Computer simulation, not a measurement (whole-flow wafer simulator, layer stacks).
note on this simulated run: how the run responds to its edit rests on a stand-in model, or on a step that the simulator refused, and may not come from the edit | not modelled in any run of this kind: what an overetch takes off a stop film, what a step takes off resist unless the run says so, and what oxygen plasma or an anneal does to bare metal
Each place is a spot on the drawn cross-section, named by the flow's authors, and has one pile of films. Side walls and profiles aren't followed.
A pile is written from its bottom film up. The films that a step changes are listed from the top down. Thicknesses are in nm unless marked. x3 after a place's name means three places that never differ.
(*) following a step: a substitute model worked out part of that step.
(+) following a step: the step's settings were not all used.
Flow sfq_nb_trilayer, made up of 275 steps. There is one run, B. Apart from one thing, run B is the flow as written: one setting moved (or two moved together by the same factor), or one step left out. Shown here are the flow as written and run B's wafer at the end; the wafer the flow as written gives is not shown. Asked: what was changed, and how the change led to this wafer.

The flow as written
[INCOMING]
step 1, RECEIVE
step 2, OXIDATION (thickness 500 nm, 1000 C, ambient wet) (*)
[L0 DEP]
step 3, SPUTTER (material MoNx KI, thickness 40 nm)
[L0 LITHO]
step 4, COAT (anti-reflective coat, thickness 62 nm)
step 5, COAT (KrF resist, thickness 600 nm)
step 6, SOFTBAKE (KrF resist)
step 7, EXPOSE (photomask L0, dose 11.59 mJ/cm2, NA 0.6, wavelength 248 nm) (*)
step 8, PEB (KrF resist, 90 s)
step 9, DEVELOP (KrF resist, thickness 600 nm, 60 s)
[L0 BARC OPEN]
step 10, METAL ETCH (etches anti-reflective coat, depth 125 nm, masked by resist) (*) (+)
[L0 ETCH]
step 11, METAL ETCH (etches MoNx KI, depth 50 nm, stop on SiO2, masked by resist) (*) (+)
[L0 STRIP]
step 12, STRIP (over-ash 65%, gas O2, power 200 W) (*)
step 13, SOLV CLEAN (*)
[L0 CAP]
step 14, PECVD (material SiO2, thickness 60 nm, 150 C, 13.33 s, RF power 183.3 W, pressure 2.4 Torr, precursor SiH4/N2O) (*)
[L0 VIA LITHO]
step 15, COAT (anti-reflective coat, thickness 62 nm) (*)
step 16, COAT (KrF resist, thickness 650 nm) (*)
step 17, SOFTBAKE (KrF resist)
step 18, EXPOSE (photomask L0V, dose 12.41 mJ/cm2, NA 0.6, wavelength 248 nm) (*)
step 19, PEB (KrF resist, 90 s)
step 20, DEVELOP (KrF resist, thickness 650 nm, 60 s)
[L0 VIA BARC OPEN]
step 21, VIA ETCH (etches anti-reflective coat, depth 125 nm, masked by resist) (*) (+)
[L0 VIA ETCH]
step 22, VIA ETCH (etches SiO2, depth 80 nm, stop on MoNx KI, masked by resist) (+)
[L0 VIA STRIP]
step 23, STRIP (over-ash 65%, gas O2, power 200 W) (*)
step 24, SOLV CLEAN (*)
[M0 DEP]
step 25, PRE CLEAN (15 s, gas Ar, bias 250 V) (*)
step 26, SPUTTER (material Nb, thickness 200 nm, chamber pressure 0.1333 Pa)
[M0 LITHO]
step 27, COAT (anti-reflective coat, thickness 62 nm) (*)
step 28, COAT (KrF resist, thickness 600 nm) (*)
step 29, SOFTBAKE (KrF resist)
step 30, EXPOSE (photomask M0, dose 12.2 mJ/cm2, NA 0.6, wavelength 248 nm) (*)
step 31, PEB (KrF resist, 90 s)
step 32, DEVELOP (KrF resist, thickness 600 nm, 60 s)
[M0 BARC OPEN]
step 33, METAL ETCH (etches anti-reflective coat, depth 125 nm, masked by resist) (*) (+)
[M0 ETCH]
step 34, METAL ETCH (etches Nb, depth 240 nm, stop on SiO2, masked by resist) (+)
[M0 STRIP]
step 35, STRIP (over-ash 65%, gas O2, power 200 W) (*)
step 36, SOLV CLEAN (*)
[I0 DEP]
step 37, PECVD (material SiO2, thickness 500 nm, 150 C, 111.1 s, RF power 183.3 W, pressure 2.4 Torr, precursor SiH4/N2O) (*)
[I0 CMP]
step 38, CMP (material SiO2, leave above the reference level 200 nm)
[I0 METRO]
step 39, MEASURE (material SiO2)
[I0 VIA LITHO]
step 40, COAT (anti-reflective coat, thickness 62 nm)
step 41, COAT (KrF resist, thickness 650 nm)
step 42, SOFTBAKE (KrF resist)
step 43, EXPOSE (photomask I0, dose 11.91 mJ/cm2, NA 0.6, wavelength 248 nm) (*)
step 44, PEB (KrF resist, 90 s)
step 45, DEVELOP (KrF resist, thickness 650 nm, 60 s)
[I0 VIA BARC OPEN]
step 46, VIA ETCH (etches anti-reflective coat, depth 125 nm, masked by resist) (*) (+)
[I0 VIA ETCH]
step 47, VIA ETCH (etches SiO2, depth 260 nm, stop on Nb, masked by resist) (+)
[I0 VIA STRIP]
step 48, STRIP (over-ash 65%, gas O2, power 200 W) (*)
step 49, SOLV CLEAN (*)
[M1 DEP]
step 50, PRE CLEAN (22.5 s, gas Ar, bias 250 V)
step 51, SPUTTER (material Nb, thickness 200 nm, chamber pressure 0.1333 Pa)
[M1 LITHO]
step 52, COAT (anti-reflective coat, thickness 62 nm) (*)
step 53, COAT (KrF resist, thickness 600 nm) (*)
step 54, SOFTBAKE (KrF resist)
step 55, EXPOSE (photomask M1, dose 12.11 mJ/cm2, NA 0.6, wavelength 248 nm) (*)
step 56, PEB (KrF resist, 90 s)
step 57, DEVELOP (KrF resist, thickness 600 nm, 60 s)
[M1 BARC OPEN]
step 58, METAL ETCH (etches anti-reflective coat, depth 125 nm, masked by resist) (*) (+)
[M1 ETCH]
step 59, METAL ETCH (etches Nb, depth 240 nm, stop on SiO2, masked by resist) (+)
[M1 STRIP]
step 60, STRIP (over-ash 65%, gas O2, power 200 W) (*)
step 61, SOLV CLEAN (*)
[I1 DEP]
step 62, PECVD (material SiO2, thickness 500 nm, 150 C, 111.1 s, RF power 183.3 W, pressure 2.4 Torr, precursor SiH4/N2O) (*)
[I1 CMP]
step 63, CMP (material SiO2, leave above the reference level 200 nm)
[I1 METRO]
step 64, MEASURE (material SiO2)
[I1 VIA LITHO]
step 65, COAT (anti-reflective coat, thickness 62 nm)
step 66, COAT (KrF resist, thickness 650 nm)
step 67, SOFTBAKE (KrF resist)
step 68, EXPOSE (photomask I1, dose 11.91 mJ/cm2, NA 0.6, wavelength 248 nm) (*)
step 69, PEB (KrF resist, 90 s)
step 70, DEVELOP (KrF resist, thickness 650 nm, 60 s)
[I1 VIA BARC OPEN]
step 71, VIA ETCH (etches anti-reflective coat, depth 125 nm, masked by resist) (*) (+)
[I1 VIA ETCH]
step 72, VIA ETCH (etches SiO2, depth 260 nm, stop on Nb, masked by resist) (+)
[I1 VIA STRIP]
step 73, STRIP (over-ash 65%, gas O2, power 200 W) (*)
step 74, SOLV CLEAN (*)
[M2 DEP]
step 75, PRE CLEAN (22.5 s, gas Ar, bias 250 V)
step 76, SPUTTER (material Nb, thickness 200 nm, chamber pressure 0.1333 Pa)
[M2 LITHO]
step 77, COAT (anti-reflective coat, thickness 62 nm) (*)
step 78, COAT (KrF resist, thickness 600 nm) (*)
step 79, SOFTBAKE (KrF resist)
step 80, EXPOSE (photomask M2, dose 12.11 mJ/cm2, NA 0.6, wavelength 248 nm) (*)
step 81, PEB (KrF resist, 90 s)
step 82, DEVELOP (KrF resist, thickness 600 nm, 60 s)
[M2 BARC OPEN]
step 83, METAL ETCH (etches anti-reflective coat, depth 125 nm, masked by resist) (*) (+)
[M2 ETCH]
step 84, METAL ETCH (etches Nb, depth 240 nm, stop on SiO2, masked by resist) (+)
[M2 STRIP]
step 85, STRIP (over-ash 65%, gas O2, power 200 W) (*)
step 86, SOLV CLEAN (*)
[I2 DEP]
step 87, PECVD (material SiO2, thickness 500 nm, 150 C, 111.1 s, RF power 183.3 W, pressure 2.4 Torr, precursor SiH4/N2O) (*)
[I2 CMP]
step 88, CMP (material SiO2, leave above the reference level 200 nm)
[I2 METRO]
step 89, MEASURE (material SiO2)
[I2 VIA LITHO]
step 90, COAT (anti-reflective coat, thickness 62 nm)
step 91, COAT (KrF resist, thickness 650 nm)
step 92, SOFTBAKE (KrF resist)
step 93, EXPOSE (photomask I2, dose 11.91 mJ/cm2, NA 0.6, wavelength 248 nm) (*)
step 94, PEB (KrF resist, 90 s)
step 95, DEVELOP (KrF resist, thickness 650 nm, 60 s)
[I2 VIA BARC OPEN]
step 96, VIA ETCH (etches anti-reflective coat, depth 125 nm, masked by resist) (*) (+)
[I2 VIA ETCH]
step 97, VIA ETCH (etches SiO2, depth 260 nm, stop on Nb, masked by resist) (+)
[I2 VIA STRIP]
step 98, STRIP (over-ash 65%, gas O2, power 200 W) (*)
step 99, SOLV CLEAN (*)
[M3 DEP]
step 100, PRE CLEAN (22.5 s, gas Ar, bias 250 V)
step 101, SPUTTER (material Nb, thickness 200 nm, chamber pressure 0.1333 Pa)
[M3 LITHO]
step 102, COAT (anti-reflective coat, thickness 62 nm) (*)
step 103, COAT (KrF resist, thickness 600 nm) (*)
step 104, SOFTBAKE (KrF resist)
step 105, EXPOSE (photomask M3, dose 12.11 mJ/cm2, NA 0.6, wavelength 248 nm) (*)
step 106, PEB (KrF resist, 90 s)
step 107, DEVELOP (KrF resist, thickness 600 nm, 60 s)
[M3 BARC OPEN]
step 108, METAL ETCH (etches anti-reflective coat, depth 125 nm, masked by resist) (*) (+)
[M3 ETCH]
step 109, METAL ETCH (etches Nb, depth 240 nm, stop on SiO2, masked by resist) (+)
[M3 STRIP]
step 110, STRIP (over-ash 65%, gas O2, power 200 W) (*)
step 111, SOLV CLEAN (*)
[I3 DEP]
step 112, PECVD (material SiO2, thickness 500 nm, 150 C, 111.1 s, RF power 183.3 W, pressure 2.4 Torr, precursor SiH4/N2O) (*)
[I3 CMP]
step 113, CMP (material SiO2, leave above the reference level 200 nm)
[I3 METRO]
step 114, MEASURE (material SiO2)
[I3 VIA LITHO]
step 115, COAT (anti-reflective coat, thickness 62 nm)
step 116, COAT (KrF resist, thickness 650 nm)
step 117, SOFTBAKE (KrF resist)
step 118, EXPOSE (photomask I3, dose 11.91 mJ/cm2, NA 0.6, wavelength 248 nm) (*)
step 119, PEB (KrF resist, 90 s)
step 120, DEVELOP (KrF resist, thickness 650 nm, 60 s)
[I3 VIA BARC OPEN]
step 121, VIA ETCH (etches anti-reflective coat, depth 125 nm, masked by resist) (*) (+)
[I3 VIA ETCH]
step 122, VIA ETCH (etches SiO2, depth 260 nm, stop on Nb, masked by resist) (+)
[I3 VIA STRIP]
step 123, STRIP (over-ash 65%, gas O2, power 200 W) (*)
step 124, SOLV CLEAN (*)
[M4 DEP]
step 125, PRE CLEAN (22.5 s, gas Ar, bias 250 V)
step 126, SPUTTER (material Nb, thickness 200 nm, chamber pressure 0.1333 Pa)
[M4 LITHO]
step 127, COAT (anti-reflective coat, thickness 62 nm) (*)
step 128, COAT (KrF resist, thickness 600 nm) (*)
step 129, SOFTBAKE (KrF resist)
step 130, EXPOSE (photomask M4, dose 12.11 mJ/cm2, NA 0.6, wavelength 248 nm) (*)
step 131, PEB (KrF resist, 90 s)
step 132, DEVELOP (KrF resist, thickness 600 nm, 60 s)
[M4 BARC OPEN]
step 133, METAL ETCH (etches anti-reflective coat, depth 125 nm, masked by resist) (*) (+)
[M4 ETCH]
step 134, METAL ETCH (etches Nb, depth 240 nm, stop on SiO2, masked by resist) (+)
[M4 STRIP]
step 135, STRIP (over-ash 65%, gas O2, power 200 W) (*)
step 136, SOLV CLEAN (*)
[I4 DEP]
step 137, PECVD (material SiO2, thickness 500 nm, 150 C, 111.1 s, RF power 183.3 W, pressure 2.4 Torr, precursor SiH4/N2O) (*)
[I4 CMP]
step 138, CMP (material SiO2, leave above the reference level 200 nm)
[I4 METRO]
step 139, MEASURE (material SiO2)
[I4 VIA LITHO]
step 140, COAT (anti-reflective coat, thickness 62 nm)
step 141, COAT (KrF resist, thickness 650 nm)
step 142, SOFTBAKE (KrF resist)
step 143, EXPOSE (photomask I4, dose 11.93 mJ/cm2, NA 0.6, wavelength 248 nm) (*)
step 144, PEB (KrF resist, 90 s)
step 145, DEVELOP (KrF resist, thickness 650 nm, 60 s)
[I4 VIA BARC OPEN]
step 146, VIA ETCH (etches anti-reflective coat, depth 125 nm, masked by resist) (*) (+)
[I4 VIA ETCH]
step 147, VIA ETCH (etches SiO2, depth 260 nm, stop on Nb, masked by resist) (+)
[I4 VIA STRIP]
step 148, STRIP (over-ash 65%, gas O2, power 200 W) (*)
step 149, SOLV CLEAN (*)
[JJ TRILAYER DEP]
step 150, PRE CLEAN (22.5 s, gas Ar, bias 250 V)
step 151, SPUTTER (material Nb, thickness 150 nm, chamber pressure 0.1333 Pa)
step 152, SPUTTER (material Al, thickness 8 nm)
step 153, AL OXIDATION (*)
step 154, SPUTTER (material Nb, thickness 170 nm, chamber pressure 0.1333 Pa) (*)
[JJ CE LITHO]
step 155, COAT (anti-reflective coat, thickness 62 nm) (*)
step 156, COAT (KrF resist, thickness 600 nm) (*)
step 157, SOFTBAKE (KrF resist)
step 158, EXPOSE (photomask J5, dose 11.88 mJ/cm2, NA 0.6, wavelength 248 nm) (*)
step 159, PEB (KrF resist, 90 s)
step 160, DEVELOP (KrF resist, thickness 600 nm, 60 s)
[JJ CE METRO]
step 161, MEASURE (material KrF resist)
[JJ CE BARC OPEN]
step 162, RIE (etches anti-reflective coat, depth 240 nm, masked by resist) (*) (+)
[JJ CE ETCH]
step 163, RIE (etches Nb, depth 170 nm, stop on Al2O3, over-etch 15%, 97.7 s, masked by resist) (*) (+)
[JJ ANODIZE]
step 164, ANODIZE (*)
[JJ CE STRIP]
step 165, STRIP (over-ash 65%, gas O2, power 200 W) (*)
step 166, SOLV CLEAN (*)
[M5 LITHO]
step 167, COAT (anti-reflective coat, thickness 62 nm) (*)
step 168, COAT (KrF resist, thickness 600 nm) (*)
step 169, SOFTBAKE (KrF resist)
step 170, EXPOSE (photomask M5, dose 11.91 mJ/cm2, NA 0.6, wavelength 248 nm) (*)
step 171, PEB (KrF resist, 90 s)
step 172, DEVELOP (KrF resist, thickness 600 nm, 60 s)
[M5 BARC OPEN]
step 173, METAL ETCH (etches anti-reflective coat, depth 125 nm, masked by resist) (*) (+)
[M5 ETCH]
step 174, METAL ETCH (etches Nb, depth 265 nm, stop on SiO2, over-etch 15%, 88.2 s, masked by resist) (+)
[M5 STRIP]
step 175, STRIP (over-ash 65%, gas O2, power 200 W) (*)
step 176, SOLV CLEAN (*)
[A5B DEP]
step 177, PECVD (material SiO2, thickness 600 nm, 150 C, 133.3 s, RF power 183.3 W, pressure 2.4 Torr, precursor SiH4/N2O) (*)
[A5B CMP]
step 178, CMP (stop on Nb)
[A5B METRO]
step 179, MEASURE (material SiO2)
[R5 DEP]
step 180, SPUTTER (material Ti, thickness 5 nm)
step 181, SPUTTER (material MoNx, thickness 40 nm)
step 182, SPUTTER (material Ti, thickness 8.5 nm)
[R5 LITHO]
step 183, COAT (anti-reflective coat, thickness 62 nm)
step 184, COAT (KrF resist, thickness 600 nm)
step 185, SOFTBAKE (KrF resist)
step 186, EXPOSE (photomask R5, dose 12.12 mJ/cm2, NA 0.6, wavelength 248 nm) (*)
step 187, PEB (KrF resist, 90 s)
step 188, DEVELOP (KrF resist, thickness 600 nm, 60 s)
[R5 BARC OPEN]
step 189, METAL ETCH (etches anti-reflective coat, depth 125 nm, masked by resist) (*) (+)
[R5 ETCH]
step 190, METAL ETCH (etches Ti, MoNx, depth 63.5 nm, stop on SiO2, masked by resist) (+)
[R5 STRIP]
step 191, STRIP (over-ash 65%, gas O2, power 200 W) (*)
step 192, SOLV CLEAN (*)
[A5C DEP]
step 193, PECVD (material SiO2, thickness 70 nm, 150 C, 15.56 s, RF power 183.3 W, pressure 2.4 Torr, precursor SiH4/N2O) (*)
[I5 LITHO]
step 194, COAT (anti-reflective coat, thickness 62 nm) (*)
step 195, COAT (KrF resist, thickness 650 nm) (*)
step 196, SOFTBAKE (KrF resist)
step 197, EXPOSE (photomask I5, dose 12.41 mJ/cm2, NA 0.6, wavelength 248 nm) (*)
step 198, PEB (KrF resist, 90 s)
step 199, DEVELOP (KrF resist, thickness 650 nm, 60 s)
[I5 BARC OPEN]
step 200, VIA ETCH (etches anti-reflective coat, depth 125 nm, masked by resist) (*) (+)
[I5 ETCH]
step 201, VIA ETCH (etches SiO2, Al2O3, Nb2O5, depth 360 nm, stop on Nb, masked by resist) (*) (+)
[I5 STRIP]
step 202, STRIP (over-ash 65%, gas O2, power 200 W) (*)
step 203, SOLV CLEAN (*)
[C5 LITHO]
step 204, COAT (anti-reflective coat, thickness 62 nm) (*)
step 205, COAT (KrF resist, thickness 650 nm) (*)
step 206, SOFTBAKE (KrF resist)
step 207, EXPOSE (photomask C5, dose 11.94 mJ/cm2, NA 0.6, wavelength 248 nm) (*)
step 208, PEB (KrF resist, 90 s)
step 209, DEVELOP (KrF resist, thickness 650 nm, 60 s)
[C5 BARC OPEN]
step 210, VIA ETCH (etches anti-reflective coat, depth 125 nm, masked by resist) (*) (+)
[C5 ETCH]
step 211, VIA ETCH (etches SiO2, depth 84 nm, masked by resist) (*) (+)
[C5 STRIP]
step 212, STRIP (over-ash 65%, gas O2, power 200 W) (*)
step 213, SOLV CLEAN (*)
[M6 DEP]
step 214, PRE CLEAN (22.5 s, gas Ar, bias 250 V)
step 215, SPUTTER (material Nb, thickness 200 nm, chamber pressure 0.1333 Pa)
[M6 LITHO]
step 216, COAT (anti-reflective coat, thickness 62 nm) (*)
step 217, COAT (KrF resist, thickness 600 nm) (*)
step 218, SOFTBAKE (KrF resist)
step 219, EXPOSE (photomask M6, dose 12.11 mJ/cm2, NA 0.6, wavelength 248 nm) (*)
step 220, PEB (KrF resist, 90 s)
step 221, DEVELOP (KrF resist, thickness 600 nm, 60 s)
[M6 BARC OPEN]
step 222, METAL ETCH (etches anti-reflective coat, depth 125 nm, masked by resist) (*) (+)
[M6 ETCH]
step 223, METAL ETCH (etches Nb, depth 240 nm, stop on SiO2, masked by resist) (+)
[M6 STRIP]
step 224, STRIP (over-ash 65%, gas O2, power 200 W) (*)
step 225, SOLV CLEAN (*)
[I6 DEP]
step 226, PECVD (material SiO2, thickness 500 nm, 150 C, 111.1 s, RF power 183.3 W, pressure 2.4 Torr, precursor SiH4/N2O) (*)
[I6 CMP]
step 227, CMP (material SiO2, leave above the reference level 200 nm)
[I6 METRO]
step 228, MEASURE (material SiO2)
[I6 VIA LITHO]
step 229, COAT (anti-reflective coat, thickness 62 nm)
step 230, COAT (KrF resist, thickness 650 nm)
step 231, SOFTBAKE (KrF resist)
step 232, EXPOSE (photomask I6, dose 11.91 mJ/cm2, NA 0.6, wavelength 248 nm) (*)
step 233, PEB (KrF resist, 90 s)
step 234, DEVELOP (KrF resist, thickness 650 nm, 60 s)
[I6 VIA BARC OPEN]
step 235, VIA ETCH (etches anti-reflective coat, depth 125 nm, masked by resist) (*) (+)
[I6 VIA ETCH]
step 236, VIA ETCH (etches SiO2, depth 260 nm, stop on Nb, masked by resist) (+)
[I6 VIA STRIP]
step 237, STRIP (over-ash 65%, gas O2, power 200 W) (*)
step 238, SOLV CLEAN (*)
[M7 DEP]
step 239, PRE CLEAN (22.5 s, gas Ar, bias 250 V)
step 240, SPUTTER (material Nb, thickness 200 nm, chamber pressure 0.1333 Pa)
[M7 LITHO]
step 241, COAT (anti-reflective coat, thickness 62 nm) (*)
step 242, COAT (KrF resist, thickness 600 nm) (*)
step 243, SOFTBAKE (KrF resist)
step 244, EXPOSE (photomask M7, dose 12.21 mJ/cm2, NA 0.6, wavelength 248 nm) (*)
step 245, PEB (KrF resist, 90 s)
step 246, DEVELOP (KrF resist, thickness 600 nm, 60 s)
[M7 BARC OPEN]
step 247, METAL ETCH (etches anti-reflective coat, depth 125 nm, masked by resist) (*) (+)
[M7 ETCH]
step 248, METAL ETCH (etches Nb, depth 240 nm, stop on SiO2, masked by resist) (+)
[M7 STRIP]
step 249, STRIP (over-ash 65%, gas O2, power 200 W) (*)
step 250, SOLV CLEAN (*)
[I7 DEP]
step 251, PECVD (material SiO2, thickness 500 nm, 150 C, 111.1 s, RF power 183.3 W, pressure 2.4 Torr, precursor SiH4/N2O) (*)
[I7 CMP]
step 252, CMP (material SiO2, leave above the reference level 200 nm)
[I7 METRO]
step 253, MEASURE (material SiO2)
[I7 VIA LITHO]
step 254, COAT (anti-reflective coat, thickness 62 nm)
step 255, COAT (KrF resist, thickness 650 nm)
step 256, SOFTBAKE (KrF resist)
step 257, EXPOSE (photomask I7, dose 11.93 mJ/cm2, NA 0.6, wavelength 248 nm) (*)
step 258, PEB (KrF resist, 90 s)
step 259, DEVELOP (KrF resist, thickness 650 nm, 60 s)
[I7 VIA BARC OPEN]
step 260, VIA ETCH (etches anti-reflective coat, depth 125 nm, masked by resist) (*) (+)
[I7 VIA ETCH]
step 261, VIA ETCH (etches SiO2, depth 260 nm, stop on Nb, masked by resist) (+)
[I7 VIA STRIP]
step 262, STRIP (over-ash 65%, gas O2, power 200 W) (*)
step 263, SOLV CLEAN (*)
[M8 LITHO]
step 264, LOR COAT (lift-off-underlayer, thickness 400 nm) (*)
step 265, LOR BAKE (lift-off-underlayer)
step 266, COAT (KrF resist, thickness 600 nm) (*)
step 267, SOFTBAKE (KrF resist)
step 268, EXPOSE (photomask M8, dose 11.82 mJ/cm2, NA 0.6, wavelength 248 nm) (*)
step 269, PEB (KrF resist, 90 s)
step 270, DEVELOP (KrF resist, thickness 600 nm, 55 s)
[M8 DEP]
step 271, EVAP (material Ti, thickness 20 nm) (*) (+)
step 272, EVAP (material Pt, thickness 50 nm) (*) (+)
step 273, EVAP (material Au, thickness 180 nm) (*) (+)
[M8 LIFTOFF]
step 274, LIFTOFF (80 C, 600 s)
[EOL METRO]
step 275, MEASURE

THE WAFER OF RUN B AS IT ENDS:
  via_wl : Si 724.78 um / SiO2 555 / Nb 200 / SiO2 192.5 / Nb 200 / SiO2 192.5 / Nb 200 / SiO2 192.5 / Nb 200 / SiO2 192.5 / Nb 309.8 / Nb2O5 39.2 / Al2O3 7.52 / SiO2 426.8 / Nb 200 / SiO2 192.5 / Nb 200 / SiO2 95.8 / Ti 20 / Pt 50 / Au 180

What caused this: step 261, VIA ETCH: depth 104 nm was run, though the flow has depth 260 nm.

The path from the change to this, step by step:
  step 261, VIA ETCH (etches SiO2, depth 260 nm, stop on Nb, masked by resist) (+)
      via_wl, via_w, via_wr: SiO2 loses 104 (in the flow as written it would be: SiO2 loses 199.8 (all of it))
      field_l, v_sur, via_sp and 100 more: KrF resist loses 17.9 (in the flow as written it would be: KrF resist loses 44.8)
  step 262, STRIP (over-ash 65%, gas O2, power 200 W) (*)
      field_l, v_sur, via_sp and 100 more: KrF resist loses 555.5 (all of it), anti-reflective coat loses 62 (all of it) (in the flow as written it would be: KrF resist loses 528.6 (all of it), anti-reflective coat loses 62 (all of it))
  step 264, LOR COAT (lift-off-underlayer, thickness 400 nm) (*)
      via_wl, via_wr: lift-off-underlayer gains 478 (new film) (in the flow as written it would be: lift-off-underlayer gains 549.8 (new film))
      v_sur: lift-off-underlayer gains 384.1 (new film) (in the flow as written it would be: lift-off-underlayer gains 369.4 (new film))
      (as well as at 2 more places)
  step 266, COAT (KrF resist, thickness 600 nm) (*)
      via_w: KrF resist gains 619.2 (new film) (in the flow as written it would be: KrF resist gains 636.8 (new film))
  step 270, DEVELOP (KrF resist, thickness 600 nm, 55 s)
      v_sur: KrF resist loses 603.2 (all of it), lift-off-underlayer loses 384.1 (all of it) (in the flow as written it would be: KrF resist loses 607.3 (all of it), lift-off-underlayer loses 369.4 (all of it))
      via_wl: KrF resist loses 611.8 (all of it), lift-off-underlayer loses 478 (all of it) (in the flow as written it would be: KrF resist loses 623.9 (all of it), lift-off-underlayer loses 549.8 (all of it))
      (as well as at 3 more places)
If metal films that touch count as one body, via_wl has 8 bodies (between them, from the top down: SiO2 95.8; SiO2 192.5; SiO2 426.8 / Al2O3 7.52 / Nb2O5 39.2; SiO2 192.5; SiO2 192.5; SiO2 192.5; SiO2 192.5); the flow as written gives 7 bodies (between them, from the top down: SiO2 192.5; SiO2 426.8 / Al2O3 7.52 / Nb2O5 39.2; SiO2 192.5; SiO2 192.5; SiO2 192.5; SiO2 192.5).
